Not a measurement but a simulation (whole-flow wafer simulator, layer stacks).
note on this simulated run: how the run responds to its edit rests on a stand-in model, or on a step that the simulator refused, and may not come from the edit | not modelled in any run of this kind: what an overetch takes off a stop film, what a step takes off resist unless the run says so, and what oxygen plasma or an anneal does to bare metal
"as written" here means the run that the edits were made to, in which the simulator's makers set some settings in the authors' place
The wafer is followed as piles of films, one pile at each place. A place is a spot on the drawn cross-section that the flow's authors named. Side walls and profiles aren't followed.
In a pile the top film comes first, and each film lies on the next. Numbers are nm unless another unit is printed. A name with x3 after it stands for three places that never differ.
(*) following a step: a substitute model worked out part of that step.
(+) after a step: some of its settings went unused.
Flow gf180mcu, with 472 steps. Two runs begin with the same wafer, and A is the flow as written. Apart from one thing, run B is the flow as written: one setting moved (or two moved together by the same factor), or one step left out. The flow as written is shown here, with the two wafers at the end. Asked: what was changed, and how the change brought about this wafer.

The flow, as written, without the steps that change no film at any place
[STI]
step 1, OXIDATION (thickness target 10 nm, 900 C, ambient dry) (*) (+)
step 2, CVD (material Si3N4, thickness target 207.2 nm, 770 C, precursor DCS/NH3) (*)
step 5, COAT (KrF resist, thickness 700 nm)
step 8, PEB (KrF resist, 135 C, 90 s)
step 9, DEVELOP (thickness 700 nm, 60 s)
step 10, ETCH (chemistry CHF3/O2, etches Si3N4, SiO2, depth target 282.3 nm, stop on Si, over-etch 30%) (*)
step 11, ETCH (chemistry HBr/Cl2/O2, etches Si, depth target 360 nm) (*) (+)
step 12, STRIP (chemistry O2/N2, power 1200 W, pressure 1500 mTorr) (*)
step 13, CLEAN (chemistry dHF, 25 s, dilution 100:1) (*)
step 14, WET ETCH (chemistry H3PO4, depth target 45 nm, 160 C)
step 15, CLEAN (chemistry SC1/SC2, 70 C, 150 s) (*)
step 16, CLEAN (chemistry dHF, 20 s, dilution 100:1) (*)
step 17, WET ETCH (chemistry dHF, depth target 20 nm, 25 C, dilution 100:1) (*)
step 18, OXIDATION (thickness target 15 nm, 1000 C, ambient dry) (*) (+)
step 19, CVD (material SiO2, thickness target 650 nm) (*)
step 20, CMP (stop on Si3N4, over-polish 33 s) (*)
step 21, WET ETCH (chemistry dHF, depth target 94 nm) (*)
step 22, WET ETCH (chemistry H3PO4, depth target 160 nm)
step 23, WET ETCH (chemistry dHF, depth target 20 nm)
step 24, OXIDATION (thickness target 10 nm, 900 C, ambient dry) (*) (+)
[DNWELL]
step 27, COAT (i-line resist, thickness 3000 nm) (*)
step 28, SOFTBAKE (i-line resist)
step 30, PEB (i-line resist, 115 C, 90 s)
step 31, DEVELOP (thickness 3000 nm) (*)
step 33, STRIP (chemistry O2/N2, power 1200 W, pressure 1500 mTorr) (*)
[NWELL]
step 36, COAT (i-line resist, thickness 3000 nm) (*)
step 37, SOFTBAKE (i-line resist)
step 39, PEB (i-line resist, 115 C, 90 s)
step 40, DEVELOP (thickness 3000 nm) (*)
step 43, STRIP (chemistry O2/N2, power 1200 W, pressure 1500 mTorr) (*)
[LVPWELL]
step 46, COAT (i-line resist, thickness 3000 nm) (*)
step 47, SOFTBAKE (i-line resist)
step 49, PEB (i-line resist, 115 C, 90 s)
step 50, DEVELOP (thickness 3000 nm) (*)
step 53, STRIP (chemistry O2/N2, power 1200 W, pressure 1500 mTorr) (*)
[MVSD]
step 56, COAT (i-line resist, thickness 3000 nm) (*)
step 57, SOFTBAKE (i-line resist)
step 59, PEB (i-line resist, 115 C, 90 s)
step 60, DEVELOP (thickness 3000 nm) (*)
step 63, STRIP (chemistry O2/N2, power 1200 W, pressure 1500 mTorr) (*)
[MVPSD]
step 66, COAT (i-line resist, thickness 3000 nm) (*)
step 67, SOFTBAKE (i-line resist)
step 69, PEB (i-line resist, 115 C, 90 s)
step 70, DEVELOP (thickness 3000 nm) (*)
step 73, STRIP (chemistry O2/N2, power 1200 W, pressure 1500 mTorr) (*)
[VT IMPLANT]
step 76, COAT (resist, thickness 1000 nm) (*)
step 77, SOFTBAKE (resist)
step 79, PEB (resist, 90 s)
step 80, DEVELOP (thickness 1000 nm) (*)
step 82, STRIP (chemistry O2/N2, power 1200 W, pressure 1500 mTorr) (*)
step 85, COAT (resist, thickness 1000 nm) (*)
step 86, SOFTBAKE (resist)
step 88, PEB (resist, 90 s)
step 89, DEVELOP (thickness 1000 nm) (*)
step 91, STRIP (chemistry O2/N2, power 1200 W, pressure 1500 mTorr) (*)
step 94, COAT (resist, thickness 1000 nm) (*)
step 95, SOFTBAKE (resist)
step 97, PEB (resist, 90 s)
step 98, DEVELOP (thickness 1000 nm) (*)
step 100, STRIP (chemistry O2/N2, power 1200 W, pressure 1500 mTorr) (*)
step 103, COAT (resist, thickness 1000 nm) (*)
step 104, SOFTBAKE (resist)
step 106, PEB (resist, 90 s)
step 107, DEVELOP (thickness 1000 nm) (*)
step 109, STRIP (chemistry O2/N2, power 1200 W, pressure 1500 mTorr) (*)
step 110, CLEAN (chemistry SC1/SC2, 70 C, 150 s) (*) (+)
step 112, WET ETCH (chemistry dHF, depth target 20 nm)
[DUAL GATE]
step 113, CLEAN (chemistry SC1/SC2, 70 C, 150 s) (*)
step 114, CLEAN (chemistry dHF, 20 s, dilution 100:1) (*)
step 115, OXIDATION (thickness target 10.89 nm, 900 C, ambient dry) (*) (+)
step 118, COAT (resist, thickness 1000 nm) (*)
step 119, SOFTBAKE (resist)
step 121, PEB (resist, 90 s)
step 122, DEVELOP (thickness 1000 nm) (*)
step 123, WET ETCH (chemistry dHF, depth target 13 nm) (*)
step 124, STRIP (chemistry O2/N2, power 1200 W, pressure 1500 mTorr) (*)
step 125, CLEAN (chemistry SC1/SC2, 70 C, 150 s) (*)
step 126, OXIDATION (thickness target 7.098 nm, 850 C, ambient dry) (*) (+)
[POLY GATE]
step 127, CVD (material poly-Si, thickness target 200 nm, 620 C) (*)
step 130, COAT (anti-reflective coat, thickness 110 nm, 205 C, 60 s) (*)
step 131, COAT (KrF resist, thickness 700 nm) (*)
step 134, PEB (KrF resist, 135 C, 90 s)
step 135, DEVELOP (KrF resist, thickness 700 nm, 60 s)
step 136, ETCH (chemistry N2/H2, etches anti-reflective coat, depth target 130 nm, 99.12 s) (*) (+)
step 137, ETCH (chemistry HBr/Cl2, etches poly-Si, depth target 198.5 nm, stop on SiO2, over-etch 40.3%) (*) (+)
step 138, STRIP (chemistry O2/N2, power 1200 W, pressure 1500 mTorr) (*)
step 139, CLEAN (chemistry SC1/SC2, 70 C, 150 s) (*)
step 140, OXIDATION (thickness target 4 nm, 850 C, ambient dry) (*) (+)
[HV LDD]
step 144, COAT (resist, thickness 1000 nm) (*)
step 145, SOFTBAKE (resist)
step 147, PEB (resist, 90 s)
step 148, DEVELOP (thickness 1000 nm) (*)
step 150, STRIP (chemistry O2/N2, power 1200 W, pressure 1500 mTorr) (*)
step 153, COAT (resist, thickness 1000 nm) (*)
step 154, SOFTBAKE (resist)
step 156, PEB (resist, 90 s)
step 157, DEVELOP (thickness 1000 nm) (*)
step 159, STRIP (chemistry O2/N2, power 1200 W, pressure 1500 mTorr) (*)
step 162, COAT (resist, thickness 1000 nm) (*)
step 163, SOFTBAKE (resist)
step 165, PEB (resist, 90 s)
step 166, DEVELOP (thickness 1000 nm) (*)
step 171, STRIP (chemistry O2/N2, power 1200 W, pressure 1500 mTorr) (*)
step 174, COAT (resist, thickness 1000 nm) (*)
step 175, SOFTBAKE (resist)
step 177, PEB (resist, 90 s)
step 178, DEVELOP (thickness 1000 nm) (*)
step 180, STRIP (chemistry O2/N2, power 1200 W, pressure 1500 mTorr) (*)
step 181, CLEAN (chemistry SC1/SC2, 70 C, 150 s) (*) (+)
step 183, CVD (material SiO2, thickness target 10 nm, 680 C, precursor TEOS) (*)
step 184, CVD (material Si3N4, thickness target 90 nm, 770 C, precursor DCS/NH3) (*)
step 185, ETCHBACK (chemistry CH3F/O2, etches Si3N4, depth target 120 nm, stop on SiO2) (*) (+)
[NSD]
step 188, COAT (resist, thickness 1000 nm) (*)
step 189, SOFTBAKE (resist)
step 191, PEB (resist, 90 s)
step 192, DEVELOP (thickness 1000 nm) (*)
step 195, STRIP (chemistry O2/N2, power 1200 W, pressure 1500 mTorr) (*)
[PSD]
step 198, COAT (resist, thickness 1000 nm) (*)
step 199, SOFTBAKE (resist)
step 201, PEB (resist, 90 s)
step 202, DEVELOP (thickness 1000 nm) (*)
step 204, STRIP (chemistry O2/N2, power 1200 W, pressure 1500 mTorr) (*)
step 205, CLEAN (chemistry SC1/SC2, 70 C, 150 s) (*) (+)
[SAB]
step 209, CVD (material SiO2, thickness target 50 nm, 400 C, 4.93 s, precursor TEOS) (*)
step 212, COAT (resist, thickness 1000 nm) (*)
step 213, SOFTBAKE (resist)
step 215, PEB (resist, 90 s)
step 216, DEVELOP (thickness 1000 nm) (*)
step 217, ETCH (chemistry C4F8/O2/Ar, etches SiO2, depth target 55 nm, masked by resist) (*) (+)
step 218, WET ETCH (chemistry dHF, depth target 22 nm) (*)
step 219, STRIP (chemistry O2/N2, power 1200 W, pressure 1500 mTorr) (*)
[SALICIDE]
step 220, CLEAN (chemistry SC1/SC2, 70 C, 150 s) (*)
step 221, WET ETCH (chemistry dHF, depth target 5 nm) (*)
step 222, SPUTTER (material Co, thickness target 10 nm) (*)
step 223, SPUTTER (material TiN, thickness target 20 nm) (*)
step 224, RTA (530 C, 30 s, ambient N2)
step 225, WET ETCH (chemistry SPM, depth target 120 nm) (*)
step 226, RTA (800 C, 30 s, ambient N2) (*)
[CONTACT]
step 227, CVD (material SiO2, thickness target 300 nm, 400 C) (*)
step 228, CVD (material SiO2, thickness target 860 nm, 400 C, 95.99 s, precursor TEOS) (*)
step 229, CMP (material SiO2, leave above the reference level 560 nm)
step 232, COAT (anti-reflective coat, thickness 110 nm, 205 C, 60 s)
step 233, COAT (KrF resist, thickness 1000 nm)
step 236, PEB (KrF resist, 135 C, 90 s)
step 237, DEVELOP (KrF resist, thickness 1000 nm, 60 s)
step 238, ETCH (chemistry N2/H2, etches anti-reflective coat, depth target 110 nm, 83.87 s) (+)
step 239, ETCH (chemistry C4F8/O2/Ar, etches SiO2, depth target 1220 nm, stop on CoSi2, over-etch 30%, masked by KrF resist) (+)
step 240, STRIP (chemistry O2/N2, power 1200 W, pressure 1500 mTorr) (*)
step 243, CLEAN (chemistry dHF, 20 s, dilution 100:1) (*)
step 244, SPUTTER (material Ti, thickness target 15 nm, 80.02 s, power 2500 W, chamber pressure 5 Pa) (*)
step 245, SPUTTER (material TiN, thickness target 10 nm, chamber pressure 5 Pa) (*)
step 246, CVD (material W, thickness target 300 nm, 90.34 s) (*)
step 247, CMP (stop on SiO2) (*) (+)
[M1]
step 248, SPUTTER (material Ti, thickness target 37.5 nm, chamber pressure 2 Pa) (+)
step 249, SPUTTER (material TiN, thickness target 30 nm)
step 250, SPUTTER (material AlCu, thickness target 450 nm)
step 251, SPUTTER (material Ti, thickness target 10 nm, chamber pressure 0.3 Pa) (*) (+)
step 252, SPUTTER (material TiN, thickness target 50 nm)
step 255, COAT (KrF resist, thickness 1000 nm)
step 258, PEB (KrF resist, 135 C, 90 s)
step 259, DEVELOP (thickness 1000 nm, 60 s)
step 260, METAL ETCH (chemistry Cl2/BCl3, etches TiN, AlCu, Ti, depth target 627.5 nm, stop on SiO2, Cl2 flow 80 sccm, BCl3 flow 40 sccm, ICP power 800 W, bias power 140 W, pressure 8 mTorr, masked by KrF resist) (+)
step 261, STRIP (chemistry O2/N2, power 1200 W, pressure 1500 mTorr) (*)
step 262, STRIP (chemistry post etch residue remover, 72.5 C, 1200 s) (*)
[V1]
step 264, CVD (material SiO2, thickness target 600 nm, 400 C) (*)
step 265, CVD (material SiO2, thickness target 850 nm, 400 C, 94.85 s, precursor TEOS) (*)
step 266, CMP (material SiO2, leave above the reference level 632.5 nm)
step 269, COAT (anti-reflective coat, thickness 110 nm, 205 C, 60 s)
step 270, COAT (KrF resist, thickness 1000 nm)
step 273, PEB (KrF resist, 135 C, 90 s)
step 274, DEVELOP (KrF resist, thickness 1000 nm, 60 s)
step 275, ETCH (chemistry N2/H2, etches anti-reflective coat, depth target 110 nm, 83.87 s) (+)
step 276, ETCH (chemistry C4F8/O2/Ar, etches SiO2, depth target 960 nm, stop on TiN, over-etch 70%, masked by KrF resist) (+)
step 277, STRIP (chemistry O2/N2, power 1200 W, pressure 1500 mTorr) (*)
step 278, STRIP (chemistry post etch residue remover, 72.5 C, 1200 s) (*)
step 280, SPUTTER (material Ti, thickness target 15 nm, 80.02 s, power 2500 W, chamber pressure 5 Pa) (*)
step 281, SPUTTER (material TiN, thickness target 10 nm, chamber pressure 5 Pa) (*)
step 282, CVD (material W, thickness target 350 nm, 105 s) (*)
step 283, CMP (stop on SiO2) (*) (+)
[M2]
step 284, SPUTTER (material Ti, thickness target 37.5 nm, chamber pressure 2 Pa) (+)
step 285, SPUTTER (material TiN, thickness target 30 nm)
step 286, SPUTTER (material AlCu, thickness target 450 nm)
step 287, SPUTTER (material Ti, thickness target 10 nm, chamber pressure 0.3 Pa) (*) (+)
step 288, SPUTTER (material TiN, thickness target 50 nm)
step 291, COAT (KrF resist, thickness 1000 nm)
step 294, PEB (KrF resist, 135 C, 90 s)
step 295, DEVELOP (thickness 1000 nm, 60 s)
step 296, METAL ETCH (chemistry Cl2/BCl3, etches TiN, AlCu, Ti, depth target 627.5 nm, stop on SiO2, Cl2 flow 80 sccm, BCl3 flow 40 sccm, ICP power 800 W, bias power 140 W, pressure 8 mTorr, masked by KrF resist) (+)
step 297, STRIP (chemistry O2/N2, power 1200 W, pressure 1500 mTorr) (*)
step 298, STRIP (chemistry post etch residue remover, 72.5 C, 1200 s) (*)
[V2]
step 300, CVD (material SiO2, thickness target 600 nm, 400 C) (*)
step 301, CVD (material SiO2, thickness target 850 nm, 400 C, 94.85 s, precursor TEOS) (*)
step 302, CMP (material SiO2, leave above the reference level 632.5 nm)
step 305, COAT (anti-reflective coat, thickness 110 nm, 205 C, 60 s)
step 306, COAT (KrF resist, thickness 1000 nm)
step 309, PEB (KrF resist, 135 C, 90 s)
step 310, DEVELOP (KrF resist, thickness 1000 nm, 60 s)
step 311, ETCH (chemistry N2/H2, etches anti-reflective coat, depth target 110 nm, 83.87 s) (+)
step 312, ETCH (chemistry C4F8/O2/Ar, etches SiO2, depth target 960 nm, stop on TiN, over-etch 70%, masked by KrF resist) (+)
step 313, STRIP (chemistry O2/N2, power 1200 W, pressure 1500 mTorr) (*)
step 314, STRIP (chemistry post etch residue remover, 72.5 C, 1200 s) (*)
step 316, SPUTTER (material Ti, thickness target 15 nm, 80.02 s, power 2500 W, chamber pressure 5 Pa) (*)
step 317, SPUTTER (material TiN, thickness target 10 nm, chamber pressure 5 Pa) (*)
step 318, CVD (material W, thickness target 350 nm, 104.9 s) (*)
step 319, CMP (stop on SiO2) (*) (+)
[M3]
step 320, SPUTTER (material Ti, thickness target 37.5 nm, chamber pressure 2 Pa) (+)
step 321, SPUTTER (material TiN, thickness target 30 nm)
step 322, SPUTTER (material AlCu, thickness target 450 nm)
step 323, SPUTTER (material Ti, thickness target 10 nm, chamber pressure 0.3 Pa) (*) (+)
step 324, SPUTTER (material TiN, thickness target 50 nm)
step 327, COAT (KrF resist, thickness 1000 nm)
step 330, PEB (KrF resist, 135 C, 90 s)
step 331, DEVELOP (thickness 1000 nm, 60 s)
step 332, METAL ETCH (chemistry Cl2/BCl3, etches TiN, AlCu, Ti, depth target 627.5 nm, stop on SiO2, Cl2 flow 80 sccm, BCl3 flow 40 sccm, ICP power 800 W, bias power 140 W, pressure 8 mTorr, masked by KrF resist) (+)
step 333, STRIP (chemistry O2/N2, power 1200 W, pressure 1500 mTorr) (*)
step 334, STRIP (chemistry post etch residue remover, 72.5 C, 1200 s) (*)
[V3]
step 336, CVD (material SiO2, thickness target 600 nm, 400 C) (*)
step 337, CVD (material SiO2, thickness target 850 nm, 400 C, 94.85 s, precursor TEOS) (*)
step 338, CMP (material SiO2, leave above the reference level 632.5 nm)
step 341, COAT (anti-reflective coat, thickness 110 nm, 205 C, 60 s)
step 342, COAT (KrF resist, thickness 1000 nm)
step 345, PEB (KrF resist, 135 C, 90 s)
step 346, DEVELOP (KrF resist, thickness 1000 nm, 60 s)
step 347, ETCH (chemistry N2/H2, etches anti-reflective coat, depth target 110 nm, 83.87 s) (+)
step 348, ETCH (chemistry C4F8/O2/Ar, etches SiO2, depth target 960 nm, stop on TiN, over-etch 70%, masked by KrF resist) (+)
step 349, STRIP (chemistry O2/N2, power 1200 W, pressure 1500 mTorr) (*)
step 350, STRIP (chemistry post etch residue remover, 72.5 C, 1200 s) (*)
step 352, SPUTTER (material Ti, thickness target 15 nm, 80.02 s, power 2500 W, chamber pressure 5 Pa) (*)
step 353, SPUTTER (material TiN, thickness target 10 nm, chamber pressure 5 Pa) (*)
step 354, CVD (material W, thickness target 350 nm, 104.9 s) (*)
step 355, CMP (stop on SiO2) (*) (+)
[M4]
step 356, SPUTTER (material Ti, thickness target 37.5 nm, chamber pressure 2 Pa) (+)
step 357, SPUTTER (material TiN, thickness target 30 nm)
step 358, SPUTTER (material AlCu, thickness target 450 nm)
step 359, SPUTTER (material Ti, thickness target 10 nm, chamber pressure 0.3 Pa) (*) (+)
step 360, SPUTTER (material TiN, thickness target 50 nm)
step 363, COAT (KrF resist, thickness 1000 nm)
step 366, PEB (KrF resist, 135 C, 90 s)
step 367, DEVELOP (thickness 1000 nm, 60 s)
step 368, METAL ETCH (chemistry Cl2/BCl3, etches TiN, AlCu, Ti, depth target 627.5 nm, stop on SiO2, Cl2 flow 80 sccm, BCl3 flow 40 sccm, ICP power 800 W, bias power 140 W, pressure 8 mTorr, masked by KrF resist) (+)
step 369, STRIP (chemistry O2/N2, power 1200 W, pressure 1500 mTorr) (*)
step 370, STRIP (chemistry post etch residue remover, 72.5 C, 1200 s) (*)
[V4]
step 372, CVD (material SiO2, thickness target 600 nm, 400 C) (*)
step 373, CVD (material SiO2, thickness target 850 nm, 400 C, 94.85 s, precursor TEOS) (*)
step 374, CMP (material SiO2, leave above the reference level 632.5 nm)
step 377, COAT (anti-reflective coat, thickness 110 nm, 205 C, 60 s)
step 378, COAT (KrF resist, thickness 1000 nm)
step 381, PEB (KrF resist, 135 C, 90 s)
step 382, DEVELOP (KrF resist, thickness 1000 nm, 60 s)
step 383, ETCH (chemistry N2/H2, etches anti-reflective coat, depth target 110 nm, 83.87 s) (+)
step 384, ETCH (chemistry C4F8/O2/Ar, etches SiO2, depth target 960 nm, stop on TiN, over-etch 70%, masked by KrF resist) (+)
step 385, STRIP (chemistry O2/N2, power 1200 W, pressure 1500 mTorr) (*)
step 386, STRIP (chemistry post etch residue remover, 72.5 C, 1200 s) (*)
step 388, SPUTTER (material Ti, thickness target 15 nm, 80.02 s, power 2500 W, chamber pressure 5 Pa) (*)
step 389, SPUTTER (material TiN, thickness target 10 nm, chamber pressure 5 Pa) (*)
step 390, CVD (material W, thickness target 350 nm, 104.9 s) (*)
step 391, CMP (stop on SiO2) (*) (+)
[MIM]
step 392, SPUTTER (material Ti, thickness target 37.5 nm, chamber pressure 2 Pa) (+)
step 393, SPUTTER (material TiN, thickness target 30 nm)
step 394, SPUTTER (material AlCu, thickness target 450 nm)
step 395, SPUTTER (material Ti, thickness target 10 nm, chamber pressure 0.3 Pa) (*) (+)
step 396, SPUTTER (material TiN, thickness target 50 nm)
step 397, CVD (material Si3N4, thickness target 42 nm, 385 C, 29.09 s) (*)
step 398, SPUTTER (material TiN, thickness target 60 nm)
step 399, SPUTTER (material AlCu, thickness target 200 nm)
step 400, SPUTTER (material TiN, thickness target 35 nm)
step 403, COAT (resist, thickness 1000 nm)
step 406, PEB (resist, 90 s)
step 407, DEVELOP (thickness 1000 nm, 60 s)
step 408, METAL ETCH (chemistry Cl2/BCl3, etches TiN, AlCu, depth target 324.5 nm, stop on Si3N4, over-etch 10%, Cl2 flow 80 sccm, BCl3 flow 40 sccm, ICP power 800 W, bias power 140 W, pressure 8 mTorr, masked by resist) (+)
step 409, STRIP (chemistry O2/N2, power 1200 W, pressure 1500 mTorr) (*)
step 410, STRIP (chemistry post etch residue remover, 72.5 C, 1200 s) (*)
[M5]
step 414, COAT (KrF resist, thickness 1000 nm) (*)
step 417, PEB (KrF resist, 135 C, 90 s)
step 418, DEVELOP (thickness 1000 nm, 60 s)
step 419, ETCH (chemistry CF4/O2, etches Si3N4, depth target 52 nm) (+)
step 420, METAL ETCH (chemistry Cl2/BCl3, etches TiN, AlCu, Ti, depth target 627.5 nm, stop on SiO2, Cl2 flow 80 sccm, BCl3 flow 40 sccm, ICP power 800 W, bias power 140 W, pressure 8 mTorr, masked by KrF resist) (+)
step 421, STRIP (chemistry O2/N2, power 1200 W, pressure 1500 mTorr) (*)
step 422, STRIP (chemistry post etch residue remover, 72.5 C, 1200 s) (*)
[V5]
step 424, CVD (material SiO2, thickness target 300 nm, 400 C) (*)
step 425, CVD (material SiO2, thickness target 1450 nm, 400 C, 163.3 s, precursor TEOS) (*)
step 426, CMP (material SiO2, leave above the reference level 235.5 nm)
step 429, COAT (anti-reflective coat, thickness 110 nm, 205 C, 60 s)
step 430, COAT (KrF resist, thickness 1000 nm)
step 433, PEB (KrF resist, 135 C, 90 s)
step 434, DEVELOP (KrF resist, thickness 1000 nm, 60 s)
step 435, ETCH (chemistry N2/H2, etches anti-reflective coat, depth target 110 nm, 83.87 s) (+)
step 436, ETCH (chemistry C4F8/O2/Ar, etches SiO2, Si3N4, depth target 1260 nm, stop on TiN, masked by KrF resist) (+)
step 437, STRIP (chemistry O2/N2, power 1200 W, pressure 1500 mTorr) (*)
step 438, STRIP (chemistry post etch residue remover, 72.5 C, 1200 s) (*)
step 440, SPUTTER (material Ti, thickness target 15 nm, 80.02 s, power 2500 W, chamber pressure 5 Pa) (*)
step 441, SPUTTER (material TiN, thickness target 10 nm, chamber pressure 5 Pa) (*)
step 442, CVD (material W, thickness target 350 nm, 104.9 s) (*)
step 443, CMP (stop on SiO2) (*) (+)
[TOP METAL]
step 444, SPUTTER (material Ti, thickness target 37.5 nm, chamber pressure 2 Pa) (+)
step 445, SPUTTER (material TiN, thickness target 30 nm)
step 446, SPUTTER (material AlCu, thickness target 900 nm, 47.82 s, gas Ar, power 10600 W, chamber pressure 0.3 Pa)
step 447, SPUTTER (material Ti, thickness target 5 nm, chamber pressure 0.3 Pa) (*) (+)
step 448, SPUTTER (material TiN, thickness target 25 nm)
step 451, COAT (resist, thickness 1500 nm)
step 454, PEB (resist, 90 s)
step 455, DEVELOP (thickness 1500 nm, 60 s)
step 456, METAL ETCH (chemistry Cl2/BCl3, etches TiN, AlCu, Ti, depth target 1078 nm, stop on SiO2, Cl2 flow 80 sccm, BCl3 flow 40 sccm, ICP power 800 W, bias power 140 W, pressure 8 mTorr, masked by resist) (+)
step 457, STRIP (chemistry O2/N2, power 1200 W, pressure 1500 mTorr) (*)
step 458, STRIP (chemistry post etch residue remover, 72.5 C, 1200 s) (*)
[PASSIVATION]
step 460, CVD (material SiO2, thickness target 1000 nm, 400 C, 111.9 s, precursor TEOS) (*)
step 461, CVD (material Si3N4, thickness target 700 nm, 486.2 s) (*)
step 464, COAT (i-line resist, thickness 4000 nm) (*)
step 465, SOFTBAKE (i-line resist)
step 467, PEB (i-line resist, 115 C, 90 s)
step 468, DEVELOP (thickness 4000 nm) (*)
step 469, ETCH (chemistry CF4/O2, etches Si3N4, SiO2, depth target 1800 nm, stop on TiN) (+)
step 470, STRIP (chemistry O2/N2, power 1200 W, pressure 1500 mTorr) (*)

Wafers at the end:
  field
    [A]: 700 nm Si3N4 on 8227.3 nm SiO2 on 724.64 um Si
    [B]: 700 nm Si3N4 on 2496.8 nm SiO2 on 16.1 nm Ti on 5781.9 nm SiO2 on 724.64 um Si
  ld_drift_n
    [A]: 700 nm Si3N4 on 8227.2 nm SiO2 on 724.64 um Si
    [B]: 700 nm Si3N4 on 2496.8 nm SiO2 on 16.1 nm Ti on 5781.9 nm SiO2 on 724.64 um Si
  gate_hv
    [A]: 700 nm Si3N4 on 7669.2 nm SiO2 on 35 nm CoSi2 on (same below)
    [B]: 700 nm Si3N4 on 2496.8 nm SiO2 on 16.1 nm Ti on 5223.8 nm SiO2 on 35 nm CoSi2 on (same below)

Cause: step 394, SPUTTER: thickness target 517.5 nm was run, while the flow as written has thickness target 450 nm.

The path from the change to this, step by step:
  step 394, SPUTTER (material AlCu, thickness target 450 nm)
      field, field__w1, field__w2 and 108 more: A +450 AlCu (new film) | B +517.5 AlCu (new film)
  step 420, METAL ETCH (chemistry Cl2/BCl3, etches TiN, AlCu, Ti, depth target 627.5 nm, stop on SiO2, Cl2 flow 80 sccm, BCl3 flow 40 sccm, ICP power 800 W, bias power 140 W, pressure 8 mTorr, masked by KrF resist) (+)
      field, field__w1, field__w2 and 101 more: A -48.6 TiN (all of it), -10 Ti (all of it), -450 AlCu (all of it), -30 TiN (all of it), -37.5 Ti (all of it) | B -48.6 TiN (all of it), -10 Ti (all of it), -517.5 AlCu (all of it), -30 TiN (all of it), -21.4 Ti
  step 424, CVD (material SiO2, thickness target 300 nm, 400 C) (*)
      field, field__w1, field__w2 and 101 more: A +300 SiO2 | B +300 SiO2 (new film)
  step 426, CMP (material SiO2, leave above the reference level 235.5 nm)
      field, field__w1, field__w5 and 92 more: A -300.8 SiO2 | B -249.4 SiO2
      field__w2, field__w3, field__w12 and 6 more: A -272.7 SiO2 | B -218.9 SiO2
Taking metal films that touch as one body, field has 1 body; the flow as written gives 0 bodies.
Taking metal films that touch as one body, ld_drift_n has 1 body; the flow as written gives 0 bodies.
Taking metal films that touch as one body, gate_hv has 2 bodies (between them, from the top down: SiO2 5223.8); the flow as written gives 1 body.
